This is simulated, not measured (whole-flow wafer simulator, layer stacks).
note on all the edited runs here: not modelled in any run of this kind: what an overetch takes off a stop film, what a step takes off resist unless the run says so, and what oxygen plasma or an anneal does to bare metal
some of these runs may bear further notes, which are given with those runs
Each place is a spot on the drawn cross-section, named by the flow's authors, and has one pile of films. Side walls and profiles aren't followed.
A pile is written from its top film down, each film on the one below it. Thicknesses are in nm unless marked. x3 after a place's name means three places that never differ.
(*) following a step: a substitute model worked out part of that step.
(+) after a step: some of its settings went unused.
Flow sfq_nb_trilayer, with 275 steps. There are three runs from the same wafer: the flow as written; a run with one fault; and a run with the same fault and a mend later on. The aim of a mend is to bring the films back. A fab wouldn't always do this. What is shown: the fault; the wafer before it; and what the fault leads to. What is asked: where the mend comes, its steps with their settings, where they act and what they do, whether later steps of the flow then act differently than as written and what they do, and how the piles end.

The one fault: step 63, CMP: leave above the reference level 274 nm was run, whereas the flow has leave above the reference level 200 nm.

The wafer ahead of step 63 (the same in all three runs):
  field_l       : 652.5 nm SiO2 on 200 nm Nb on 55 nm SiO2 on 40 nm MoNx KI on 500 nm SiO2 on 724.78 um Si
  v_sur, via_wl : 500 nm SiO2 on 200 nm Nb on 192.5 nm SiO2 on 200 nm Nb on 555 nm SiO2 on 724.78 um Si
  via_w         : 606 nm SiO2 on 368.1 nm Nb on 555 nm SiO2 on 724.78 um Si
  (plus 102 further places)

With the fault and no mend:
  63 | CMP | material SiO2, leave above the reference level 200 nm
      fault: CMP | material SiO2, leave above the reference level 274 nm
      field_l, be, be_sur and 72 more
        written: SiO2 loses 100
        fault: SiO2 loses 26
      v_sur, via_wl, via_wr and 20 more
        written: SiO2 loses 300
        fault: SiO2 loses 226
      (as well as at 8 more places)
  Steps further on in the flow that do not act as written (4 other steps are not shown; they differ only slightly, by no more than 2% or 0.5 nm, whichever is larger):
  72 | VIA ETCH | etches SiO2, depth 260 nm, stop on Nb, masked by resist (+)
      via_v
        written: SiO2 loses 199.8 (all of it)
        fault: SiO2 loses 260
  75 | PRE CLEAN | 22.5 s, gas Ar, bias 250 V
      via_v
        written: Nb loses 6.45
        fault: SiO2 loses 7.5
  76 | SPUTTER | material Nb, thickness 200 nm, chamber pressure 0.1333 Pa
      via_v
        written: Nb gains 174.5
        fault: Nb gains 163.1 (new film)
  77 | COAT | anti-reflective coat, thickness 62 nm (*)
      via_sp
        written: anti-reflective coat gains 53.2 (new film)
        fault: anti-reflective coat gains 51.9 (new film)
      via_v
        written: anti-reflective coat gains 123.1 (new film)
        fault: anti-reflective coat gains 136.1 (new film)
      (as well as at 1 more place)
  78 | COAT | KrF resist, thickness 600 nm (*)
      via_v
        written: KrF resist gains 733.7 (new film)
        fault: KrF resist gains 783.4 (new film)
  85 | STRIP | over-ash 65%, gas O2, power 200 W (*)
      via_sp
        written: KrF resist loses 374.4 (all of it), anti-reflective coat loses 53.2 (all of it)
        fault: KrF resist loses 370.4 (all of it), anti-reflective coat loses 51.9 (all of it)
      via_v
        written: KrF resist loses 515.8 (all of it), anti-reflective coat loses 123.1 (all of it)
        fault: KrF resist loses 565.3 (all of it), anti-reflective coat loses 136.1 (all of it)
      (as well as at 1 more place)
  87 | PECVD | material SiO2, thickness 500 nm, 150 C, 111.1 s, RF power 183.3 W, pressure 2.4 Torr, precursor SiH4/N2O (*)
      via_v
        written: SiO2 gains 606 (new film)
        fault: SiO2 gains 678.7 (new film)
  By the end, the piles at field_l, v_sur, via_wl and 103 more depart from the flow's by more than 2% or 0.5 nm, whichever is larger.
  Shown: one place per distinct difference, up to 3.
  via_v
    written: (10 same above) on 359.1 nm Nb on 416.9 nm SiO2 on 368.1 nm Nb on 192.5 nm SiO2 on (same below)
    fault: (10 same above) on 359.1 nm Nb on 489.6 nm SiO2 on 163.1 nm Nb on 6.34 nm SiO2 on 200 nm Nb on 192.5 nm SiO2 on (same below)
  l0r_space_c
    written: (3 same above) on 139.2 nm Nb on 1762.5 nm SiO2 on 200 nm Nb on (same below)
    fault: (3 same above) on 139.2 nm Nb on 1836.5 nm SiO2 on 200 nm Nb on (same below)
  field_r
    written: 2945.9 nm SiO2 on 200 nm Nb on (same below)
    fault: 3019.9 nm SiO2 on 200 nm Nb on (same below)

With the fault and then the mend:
  After step 64 comes the mend.
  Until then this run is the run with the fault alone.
  64a | CMP | material SiO2, leave above the reference level 200 nm (the flow's step 63, run once more)
      field_l, v_sur, via_wl and 103 more
        SiO2 loses 74
  None of the later steps of the flow acts differently than as written at any place that is followed.
  At every place that both follow, the piles at the end match the flow's.
